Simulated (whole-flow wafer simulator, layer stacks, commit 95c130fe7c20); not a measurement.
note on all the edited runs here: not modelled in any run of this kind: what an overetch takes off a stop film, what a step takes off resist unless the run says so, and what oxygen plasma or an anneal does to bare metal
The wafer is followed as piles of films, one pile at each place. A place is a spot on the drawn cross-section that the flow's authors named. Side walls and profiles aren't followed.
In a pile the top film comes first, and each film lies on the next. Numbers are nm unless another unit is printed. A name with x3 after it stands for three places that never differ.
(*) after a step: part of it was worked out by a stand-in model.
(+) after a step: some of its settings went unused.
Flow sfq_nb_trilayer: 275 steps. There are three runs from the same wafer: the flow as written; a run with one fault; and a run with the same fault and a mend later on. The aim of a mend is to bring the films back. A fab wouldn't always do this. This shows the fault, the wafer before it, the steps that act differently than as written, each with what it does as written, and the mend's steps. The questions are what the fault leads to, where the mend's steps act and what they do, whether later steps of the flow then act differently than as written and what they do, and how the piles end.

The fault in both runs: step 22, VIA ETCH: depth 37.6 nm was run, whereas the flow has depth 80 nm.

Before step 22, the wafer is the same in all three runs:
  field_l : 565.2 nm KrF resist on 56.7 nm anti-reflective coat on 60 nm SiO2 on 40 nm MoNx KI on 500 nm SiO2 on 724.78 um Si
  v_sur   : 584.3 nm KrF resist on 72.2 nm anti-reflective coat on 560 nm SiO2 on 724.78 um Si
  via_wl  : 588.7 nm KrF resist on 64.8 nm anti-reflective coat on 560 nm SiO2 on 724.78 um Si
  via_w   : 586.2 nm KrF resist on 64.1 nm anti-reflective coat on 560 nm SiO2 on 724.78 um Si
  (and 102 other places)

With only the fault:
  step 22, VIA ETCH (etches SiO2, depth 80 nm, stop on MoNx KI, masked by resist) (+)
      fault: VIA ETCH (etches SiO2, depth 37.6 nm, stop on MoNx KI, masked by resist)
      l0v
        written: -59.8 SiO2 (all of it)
        fault: -37.6 SiO2
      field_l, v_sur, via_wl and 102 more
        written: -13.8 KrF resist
        fault: -6.48 KrF resist
  Steps further on in the flow that do not act as written (3 other steps are not shown; they differ only slightly, by no more than 2% or 0.5 nm, whichever is larger):
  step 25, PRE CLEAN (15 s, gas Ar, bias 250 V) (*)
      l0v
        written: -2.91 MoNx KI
        fault: -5 SiO2
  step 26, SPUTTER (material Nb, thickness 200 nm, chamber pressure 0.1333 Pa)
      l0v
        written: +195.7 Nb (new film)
        fault: +200 Nb (new film)
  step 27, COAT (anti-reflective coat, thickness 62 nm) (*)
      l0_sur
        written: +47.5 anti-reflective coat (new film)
        fault: +49.7 anti-reflective coat (new film)
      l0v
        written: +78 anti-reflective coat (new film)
        fault: +71.5 anti-reflective coat (new film)
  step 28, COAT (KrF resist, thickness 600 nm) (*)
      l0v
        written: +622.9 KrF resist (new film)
        fault: +609.9 KrF resist (new film)
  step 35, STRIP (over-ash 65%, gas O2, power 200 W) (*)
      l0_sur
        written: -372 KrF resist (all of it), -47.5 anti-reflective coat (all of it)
        fault: -373.4 KrF resist (all of it), -49.7 anti-reflective coat (all of it)
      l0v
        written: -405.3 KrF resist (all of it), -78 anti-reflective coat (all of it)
        fault: -392.3 KrF resist (all of it), -71.5 anti-reflective coat (all of it)
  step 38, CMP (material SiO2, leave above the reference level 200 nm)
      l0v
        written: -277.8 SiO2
        fault: -302.2 SiO2
  By the end, the piles at l0v depart from the flow's by more than 2% or 0.5 nm, whichever is larger.
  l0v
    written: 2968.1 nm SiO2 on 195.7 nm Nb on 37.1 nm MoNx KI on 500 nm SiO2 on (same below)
    fault: 2943.6 nm SiO2 on 200 nm Nb on 17.2 nm SiO2 on 40 nm MoNx KI on 500 nm SiO2 on (same below)

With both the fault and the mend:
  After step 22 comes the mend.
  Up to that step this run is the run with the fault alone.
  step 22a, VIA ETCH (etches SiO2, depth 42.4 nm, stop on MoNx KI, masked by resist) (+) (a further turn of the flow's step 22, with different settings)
      field_l, v_sur, via_wl and 102 more
        -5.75 KrF resist
      l0v
        -22.2 SiO2 (all of it)
  Every later step of the flow that is run acts as written, at every place that is followed, to within 2% or 0.5 nm, whichever is larger.
  At every place that both follow, the piles at the end match the flow's.
